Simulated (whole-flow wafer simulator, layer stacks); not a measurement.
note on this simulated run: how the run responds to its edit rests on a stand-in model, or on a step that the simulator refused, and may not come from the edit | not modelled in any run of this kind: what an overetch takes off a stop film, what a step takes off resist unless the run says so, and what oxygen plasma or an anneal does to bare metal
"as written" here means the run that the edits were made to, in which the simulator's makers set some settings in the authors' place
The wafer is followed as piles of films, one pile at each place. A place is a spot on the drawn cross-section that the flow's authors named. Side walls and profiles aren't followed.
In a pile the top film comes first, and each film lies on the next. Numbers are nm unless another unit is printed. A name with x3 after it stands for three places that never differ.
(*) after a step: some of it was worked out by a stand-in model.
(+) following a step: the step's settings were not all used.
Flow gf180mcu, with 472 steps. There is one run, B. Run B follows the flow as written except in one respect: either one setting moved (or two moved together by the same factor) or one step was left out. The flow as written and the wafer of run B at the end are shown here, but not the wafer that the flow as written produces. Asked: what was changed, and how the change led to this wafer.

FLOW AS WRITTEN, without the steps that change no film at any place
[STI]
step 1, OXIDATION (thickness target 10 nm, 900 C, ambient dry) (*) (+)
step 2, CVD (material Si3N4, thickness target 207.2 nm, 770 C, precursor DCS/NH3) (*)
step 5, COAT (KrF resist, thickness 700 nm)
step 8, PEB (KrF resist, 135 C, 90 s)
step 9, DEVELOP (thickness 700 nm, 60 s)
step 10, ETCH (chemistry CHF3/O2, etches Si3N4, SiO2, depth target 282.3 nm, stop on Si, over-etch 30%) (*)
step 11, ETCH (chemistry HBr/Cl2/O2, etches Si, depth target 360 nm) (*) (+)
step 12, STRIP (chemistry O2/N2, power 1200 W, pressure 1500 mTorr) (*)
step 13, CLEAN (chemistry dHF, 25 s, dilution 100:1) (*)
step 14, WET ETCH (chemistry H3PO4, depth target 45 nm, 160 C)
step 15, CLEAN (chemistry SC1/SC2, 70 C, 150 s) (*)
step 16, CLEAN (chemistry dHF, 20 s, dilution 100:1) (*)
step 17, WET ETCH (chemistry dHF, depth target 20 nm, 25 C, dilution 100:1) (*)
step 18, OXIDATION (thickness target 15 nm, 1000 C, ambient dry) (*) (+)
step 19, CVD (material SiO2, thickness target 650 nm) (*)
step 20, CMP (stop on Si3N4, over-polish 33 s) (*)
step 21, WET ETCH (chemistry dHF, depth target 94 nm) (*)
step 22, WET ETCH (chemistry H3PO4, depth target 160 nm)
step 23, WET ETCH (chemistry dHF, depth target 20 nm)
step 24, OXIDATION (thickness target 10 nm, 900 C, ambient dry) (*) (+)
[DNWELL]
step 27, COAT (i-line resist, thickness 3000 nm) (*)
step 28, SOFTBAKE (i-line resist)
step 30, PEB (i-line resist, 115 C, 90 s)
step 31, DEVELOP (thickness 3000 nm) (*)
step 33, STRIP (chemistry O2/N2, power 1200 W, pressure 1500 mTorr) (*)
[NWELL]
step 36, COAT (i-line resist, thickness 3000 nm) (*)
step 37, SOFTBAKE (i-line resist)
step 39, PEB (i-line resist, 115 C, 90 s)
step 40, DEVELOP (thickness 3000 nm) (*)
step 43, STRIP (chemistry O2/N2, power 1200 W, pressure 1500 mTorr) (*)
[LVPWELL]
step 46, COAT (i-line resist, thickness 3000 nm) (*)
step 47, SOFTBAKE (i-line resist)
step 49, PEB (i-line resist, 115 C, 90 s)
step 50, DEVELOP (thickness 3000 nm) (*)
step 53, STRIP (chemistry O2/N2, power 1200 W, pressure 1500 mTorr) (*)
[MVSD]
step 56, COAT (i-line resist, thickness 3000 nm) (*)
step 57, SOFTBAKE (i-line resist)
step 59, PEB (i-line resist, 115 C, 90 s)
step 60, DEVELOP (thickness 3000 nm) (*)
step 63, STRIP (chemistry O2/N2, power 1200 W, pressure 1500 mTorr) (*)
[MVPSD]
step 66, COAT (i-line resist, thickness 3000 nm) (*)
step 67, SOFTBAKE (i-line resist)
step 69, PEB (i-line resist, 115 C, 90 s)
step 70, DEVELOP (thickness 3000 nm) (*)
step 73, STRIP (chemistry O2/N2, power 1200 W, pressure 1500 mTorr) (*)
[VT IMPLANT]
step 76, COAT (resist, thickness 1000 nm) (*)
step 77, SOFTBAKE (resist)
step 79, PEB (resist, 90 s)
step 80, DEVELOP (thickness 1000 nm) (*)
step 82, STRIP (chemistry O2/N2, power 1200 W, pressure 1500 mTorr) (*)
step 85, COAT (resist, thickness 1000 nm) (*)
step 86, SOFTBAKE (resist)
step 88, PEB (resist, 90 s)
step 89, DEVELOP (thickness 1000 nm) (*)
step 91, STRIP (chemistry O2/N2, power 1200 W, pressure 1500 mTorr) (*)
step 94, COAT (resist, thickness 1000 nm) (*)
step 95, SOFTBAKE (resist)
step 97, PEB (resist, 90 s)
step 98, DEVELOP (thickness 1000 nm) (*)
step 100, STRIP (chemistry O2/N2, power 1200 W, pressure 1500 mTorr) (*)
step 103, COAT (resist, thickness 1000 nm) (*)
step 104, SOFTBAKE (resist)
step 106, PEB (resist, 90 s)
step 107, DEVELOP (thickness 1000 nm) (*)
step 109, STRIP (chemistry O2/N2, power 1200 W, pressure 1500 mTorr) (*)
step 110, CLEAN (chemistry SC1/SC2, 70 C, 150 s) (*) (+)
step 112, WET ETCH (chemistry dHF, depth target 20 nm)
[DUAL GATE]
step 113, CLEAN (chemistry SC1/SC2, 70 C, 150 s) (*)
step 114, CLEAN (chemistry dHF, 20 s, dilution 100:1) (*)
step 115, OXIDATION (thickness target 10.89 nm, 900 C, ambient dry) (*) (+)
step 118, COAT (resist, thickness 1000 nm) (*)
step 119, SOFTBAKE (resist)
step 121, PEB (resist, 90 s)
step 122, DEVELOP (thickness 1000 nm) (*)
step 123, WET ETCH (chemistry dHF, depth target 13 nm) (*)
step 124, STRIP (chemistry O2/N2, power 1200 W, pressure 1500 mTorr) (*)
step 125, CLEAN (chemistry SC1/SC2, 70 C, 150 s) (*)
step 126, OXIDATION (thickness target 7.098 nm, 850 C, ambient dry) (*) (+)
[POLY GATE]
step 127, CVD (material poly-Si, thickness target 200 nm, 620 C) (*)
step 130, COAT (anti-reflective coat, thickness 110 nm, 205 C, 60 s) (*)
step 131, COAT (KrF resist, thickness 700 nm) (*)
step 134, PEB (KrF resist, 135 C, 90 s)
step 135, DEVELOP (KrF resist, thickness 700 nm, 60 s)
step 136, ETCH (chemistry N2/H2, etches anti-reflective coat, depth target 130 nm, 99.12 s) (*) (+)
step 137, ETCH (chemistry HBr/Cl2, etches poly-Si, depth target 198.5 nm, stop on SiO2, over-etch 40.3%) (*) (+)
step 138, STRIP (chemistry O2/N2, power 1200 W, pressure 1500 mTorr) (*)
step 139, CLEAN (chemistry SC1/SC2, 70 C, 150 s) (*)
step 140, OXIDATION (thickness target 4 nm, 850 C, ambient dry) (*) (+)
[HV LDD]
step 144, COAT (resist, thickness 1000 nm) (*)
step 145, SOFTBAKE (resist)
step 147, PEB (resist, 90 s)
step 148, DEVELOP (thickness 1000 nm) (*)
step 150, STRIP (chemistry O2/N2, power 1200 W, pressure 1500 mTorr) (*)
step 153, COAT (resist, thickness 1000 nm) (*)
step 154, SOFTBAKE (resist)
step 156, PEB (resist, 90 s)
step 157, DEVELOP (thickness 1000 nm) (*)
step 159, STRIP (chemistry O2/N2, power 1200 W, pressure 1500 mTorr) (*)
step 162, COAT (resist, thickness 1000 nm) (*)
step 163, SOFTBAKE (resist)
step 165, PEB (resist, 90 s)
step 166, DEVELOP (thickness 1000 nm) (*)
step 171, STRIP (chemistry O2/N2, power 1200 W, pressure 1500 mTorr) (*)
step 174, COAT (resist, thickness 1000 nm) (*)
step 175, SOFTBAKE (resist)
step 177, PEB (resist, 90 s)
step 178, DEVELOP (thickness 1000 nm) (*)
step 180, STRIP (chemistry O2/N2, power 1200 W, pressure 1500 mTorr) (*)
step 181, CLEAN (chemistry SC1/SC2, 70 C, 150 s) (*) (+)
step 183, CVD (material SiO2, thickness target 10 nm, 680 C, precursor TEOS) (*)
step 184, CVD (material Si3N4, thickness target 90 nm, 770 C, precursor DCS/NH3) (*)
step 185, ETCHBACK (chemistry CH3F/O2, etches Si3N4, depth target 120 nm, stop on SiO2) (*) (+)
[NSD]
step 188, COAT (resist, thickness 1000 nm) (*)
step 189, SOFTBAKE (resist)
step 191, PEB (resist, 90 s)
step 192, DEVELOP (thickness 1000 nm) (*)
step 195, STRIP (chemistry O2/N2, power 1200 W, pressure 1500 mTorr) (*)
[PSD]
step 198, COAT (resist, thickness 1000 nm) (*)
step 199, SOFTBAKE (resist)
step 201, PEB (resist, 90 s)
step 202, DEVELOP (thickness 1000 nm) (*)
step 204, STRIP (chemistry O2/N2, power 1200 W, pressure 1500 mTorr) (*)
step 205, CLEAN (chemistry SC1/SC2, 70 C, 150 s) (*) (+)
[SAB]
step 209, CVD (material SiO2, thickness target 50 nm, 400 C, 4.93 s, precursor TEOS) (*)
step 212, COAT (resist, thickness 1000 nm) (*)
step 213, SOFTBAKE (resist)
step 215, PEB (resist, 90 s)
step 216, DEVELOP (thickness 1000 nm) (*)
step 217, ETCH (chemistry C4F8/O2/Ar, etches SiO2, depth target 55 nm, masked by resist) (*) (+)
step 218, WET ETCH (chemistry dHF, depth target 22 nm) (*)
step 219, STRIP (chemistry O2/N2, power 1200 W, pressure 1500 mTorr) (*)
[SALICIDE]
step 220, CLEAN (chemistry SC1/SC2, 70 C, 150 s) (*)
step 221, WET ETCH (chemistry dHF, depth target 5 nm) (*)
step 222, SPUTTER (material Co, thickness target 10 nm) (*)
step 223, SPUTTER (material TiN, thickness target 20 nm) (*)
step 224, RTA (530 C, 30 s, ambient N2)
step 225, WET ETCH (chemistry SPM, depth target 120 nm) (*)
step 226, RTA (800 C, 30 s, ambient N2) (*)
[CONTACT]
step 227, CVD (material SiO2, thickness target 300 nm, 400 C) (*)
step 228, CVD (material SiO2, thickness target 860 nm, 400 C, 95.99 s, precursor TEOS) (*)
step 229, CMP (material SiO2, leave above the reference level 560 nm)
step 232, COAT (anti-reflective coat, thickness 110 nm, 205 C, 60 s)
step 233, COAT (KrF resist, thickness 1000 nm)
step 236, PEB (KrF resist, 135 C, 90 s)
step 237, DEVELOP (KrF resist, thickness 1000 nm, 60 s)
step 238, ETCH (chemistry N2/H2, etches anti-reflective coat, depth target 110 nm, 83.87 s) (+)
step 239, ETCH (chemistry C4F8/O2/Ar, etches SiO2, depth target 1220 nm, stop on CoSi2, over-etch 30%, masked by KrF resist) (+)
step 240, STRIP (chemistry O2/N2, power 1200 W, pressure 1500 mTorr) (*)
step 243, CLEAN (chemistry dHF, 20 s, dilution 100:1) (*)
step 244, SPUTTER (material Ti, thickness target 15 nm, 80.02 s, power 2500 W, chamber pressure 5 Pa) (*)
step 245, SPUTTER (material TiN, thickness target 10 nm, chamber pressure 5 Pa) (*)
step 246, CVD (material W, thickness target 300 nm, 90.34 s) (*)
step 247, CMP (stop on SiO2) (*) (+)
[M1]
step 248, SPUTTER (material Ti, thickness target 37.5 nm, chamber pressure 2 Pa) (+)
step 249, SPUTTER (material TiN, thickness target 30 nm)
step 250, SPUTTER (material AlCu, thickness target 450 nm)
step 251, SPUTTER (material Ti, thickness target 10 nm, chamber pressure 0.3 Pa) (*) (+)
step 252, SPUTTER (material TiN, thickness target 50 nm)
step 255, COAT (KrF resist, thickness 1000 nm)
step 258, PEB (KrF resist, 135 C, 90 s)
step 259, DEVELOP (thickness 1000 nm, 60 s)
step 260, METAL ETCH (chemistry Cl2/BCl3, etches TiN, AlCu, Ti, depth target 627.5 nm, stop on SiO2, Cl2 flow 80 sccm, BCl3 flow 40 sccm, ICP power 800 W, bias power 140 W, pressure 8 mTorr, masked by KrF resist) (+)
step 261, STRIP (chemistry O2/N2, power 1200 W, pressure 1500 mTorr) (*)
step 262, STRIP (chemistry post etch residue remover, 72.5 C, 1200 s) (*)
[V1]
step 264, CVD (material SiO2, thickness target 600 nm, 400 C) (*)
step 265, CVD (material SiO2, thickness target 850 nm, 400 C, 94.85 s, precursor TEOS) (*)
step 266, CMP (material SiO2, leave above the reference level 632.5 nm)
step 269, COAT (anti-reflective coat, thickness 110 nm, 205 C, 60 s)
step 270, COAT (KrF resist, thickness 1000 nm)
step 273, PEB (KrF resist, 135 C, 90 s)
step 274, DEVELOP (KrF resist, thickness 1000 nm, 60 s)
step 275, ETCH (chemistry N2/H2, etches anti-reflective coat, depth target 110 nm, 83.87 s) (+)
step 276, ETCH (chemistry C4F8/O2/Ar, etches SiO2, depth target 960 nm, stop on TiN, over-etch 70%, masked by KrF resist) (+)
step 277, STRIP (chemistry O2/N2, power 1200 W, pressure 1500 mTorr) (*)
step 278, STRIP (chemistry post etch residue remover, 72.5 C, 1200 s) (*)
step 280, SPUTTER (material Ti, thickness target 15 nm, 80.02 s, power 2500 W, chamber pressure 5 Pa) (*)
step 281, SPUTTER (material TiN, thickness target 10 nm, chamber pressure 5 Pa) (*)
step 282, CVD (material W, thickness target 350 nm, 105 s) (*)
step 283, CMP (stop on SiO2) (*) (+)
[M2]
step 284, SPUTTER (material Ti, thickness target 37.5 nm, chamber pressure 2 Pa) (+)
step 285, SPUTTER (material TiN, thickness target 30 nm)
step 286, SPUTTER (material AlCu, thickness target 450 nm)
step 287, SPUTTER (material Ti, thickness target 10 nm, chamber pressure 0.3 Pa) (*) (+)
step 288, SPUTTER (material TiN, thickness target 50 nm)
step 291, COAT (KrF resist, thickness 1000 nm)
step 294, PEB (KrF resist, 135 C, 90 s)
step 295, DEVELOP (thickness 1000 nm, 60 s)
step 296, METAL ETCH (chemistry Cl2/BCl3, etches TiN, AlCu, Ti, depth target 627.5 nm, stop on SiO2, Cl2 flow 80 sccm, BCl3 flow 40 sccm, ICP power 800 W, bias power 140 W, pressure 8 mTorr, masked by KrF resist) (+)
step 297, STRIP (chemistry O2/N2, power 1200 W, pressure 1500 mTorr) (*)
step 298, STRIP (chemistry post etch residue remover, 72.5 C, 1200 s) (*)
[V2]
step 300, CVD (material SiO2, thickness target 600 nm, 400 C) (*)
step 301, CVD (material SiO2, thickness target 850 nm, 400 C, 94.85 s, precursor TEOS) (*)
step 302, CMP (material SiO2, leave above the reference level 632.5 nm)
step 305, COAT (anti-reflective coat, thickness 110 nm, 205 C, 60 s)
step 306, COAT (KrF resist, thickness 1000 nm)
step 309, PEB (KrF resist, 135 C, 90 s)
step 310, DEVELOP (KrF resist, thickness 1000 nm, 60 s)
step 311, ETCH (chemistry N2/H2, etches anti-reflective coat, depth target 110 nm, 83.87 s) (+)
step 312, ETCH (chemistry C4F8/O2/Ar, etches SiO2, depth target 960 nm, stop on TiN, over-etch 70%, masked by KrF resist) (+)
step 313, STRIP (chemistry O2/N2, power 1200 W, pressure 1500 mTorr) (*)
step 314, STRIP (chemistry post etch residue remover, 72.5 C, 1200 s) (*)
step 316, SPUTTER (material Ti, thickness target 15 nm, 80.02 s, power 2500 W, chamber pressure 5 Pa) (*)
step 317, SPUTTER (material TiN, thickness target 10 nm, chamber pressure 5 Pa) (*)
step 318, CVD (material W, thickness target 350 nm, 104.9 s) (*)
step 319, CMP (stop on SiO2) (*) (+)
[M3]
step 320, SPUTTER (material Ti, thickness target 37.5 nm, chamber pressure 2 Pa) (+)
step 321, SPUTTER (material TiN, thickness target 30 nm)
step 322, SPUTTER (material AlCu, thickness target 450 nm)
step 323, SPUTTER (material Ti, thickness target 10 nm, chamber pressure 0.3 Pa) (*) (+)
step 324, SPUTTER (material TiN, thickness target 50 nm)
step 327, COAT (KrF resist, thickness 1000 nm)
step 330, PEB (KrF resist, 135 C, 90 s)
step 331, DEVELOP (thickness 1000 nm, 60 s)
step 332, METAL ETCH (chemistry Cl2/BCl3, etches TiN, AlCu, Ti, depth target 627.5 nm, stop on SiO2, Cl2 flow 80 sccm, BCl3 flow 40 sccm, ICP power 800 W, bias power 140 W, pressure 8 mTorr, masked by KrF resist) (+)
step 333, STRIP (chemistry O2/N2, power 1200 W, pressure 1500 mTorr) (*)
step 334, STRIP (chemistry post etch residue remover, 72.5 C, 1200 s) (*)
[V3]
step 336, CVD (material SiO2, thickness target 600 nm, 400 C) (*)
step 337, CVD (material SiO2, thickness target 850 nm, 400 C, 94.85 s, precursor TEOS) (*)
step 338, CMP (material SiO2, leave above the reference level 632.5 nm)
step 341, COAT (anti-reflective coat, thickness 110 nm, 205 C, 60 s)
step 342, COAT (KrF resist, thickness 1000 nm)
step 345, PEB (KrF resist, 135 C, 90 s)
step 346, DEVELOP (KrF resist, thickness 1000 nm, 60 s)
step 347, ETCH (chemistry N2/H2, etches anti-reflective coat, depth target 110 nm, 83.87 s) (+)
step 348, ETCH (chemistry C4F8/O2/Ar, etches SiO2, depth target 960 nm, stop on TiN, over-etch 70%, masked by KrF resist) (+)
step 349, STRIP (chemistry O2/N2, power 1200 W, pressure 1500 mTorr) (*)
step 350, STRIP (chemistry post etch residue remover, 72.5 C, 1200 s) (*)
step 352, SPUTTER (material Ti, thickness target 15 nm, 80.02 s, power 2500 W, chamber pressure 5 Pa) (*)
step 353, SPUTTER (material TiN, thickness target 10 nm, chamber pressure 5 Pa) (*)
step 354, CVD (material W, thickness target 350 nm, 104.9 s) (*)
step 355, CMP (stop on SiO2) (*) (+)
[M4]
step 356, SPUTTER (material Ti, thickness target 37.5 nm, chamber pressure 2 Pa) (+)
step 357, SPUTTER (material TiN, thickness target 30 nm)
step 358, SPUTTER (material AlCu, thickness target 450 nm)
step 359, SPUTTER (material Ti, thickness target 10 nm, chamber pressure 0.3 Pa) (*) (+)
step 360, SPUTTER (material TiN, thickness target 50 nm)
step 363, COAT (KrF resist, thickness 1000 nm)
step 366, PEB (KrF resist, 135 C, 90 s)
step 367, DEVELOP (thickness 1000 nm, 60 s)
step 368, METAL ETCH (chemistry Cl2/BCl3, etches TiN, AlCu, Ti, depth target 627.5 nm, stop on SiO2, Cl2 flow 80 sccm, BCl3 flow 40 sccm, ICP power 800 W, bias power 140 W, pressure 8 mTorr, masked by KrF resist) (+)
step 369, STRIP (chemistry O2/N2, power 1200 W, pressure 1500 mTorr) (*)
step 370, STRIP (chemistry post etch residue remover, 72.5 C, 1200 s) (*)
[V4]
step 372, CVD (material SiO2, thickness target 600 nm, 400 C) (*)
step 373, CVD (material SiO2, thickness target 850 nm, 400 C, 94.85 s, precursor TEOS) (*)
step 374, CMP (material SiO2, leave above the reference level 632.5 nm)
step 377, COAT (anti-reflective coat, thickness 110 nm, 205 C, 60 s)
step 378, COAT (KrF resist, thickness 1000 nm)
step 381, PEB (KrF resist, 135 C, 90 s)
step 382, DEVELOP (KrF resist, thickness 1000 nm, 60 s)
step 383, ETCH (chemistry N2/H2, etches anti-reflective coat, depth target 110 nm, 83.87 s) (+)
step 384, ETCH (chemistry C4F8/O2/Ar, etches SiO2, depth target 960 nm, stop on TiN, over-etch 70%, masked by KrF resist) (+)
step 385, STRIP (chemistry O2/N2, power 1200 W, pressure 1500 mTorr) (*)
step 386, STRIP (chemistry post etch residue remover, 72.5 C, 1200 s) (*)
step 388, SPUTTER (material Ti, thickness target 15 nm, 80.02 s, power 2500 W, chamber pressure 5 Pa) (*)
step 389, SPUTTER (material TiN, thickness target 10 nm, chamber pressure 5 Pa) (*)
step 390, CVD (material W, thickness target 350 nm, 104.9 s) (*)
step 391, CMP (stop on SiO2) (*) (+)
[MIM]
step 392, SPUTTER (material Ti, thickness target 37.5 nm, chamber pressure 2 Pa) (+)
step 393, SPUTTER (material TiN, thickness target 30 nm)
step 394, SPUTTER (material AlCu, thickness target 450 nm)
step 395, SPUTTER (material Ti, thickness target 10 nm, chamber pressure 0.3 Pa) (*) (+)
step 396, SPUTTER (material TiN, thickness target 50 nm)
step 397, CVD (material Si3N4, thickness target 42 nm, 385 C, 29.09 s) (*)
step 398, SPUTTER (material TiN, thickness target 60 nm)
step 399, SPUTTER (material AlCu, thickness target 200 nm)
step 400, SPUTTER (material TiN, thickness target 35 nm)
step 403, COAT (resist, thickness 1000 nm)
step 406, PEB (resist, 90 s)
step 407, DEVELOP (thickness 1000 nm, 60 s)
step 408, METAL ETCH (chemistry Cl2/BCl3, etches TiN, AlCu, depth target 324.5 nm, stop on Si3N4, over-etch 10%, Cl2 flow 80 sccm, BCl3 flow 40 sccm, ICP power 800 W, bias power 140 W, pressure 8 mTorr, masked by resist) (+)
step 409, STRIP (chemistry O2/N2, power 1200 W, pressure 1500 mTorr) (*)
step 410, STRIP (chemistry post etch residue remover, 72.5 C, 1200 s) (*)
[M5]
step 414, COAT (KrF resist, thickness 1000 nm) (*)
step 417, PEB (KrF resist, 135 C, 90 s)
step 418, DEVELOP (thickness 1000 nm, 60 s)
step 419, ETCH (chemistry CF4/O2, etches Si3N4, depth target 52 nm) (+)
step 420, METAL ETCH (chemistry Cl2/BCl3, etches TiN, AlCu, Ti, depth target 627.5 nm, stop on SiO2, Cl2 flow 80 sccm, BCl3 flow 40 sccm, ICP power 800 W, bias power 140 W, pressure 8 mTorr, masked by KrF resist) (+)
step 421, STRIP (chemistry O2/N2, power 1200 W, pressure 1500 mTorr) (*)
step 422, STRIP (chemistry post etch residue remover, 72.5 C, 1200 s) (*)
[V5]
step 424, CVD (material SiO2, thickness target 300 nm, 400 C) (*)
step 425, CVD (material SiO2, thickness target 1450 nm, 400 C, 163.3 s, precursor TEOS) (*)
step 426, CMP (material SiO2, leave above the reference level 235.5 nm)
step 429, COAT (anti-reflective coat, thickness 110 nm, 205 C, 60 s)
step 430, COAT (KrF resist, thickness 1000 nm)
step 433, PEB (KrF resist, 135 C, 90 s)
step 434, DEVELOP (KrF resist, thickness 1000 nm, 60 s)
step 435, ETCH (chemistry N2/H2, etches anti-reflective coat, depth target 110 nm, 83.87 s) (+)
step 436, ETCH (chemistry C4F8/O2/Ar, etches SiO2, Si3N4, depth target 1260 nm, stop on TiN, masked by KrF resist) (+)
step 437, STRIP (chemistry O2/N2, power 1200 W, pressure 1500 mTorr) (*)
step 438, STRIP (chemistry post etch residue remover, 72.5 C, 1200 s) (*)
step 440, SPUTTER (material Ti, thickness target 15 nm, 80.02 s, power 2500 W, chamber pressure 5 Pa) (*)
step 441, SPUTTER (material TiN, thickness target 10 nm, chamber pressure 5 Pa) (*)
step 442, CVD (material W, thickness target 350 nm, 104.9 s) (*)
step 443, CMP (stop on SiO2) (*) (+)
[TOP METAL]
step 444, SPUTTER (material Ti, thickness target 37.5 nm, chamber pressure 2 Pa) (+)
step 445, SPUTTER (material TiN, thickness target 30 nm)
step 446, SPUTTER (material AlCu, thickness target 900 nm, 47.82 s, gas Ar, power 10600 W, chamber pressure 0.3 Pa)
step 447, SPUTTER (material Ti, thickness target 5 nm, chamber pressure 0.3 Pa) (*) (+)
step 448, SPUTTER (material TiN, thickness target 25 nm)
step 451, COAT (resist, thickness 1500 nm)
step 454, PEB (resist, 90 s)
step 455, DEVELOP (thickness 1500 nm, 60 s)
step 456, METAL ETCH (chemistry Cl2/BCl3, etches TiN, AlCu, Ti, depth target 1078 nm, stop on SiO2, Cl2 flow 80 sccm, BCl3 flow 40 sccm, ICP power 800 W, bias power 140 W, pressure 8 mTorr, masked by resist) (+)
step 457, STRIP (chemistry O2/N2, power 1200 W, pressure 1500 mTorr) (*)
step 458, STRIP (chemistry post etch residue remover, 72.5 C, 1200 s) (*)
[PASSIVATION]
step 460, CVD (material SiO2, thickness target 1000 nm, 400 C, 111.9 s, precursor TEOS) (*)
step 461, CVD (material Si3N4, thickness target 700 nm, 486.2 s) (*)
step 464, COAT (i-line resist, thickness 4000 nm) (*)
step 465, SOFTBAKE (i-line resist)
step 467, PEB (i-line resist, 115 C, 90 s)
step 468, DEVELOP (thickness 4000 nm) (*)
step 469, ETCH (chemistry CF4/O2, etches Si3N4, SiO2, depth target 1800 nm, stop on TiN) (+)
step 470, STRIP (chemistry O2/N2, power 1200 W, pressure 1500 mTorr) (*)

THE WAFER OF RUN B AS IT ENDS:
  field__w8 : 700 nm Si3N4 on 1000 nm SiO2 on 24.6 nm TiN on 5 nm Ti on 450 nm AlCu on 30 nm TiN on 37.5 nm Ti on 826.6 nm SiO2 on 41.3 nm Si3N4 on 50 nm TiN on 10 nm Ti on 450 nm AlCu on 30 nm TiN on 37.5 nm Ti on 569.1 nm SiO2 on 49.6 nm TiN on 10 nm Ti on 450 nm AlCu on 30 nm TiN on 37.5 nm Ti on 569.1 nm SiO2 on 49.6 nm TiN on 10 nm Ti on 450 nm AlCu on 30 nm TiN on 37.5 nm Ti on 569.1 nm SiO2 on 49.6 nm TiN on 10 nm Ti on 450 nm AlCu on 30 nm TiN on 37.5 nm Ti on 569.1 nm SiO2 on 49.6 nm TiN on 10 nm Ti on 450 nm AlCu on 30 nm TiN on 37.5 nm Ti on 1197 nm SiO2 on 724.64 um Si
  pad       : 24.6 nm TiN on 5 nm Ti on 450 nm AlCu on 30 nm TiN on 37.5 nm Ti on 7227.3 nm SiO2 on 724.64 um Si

What caused this: step 446, SPUTTER: thickness target 450 nm was run, while the flow as written has thickness target 900 nm.
The wafer lets one read it off: field__w8 has AlCu 450, and step 446 as written asks for 900 nm.

How this came from the change, step by step:
  step 446, SPUTTER (material AlCu, thickness target 900 nm, 47.82 s, gas Ar, power 10600 W, chamber pressure 0.3 Pa)
      field, field__w1, field__w2 and 109 more: AlCu gains 450 (new film) (in the flow as written it would be: AlCu gains 900 (new film))
  step 456, METAL ETCH (chemistry Cl2/BCl3, etches TiN, AlCu, Ti, depth target 1078 nm, stop on SiO2, Cl2 flow 80 sccm, BCl3 flow 40 sccm, ICP power 800 W, bias power 140 W, pressure 8 mTorr, masked by resist) (+)
      field, field__w1, field__w2 and 103 more: TiN loses 25 (all of it), Ti loses 5 (all of it), AlCu loses 450 (all of it), TiN loses 30 (all of it), Ti loses 37.5 (all of it) (in the flow as written it would be: TiN loses 25 (all of it), Ti loses 5 (all of it), AlCu loses 900 (all of it), TiN loses 30 (all of it), Ti loses 37.5 (all of it))
      field__w8, contact, m1, m1__w1, pad, m1_nw: resist loses 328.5 (in the flow as written it would be: resist loses 431)
  step 457, STRIP (chemistry O2/N2, power 1200 W, pressure 1500 mTorr) (*)
      field__w8, contact, m1, m1__w1, pad, m1_nw: resist loses 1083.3 (all of it) (in the flow as written it would be: resist loses 980.8 (all of it))
  step 464, COAT (i-line resist, thickness 4000 nm) (*)
      field: i-line resist gains 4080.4 (new film) (in the flow as written it would be: i-line resist gains 4171.5 (new film))
      field__w8: i-line resist gains 3495.7 (new film) (in the flow as written it would be: i-line resist gains 3093.1 (new film))
      (also at 7 further places)
  step 465, SOFTBAKE (i-line resist)
      active: nothing (in the flow as written it would be: i-line resist gains 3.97)
      field__w5, field__w9: i-line resist gains 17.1 (in the flow as written it would be: i-line resist gains 37.3)
      (also at 66 further places)
  step 467, PEB (i-line resist, 115 C, 90 s)
      field__w8, m1__w1: i-line resist loses 42 (in the flow as written it would be: i-line resist loses 34.7)
      contact, m1: i-line resist loses 42.2 (in the flow as written it would be: i-line resist loses 35.1)
      (also at 2 further places)
  step 468, DEVELOP (thickness 4000 nm) (*)
      pad: i-line resist loses 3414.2 (all of it) (in the flow as written it would be: i-line resist loses 2974.8 (all of it))
  step 470, STRIP (chemistry O2/N2, power 1200 W, pressure 1500 mTorr) (*)
      field__w8, m1__w1: i-line resist loses 2221.4 (all of it) (in the flow as written it would be: i-line resist loses 1787.7 (all of it))
      contact: i-line resist loses 2231.5 (all of it) (in the flow as written it would be: i-line resist loses 1811.2 (all of it))
      (also at 2 further places)
